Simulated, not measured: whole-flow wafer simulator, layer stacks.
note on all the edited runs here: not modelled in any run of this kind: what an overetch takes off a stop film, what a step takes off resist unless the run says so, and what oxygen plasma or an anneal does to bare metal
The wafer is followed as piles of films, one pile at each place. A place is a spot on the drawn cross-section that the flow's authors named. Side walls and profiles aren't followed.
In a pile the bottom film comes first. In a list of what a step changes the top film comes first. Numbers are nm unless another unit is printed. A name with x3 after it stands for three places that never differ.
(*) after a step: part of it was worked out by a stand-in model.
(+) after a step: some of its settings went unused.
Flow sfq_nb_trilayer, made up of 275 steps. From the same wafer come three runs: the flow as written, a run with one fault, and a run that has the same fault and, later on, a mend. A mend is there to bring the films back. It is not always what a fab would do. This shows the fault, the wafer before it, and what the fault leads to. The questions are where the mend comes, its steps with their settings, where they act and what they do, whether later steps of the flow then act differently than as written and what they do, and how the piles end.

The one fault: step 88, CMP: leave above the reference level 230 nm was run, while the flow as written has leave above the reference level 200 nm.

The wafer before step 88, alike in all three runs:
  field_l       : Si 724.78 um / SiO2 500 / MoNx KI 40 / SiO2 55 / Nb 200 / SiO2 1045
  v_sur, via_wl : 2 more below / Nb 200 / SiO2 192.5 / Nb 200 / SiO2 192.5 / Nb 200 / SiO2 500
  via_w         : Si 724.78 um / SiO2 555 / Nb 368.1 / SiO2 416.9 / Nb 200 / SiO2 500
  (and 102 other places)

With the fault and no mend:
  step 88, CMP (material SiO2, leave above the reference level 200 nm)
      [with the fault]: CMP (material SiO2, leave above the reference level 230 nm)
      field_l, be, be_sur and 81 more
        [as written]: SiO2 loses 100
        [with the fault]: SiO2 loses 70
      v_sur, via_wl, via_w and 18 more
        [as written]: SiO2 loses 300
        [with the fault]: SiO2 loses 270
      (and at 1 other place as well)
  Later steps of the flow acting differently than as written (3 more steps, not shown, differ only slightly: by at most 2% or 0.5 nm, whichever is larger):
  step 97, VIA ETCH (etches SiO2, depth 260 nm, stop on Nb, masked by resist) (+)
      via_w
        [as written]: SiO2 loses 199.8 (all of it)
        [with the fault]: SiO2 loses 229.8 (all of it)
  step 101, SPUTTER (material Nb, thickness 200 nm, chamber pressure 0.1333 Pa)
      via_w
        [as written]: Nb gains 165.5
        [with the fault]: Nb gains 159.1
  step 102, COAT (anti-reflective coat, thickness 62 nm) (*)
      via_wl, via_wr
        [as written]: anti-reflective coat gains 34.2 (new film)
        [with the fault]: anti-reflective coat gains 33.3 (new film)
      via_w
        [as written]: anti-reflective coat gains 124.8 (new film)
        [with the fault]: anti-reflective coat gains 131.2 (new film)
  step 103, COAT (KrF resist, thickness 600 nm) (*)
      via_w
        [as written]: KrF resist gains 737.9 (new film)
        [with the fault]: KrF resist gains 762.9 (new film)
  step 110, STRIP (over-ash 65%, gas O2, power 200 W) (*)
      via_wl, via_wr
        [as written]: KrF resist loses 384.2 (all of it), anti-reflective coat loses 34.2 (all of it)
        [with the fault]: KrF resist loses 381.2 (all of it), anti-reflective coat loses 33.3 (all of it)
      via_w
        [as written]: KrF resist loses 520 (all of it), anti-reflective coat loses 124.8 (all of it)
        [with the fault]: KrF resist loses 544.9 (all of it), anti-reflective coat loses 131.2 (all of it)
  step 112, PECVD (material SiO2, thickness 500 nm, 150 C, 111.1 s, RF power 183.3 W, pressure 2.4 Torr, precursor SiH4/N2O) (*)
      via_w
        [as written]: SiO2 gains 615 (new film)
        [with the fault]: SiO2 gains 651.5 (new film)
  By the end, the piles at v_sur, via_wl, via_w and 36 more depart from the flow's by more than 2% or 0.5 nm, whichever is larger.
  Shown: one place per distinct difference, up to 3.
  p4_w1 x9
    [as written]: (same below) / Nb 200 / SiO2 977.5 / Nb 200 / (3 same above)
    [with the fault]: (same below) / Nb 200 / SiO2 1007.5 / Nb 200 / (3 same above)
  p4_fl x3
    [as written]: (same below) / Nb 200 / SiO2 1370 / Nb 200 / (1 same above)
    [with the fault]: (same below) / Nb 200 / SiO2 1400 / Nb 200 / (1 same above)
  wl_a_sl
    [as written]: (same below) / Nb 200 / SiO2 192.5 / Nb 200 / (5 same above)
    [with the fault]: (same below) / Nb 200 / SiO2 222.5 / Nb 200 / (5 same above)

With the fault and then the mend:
  The mend stands after step 89.
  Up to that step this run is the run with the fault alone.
  step 89a, CMP (material SiO2, leave above the reference level 200 nm) (a further turn of the flow's step 88)
      field_l, v_sur, via_wl and 103 more
        SiO2 loses 30
  Every later step of the flow that is run acts as written at every place that is followed.
  By the end, the piles equal the flow's at every place that both follow.
